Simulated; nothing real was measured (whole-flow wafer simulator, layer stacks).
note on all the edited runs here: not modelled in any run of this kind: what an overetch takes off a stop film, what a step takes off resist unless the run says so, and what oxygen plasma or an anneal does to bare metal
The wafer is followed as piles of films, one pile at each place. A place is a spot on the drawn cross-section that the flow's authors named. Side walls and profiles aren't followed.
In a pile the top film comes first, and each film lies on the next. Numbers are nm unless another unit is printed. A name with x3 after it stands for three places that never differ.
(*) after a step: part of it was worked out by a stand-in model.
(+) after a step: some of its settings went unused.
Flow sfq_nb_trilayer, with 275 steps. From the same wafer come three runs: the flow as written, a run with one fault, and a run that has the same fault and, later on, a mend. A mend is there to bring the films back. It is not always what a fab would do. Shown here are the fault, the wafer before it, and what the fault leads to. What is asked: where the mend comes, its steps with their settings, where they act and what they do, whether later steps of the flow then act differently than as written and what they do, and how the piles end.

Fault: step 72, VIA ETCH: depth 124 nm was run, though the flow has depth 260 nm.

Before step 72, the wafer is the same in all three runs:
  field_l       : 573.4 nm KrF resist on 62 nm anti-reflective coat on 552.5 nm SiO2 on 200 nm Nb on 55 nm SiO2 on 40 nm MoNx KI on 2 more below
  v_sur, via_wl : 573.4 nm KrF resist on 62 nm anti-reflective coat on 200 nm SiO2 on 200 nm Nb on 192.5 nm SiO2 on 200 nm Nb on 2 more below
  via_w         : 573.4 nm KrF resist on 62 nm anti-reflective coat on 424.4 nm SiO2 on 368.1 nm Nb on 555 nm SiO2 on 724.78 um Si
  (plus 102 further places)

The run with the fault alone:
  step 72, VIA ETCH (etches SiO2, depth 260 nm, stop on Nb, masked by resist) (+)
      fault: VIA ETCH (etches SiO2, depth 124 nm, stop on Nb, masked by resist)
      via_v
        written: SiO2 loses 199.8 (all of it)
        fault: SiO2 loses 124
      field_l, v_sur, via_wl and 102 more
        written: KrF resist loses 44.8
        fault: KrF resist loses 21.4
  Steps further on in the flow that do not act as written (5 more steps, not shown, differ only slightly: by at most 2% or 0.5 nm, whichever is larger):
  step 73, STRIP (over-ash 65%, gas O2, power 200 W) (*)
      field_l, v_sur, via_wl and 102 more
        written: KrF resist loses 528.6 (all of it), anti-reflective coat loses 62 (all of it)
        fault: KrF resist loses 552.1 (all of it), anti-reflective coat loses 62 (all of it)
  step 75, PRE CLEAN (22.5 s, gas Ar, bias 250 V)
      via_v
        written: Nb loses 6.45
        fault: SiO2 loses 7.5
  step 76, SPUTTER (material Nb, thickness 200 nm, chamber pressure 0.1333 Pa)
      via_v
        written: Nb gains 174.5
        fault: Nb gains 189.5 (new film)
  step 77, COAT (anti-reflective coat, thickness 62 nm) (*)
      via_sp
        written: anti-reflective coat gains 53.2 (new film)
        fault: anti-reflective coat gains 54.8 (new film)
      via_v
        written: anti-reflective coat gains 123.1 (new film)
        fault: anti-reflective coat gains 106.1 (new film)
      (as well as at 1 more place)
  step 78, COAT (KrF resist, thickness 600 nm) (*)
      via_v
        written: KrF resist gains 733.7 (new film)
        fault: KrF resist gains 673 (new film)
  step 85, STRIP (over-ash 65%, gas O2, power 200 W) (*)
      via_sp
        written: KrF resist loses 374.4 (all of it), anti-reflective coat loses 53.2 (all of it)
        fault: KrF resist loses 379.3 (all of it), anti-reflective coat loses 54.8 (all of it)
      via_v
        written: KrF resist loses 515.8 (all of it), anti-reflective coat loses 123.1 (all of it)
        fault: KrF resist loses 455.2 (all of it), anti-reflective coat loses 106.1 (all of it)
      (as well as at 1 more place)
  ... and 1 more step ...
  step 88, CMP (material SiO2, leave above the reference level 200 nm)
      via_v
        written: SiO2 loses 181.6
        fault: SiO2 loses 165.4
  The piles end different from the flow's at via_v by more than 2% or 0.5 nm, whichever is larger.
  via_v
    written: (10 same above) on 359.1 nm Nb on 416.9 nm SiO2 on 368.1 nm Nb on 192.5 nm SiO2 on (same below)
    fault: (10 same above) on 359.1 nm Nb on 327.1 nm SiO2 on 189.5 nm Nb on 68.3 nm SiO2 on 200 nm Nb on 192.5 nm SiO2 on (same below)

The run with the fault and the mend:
  The mend follows step 72.
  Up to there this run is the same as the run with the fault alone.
  step 72a, VIA ETCH (etches SiO2, depth 136 nm, stop on Nb, masked by resist) (+) (the flow's step 72, run once more with other settings)
      field_l, v_sur, via_wl and 102 more
        KrF resist loses 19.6
      via_v
        SiO2 loses 75.8 (all of it)
  Later steps of the flow that are run all act as written at every place that is followed, up to a difference of at most 2% or 0.5 nm, whichever is larger.
  By the end, the piles equal the flow's at every place that both follow.
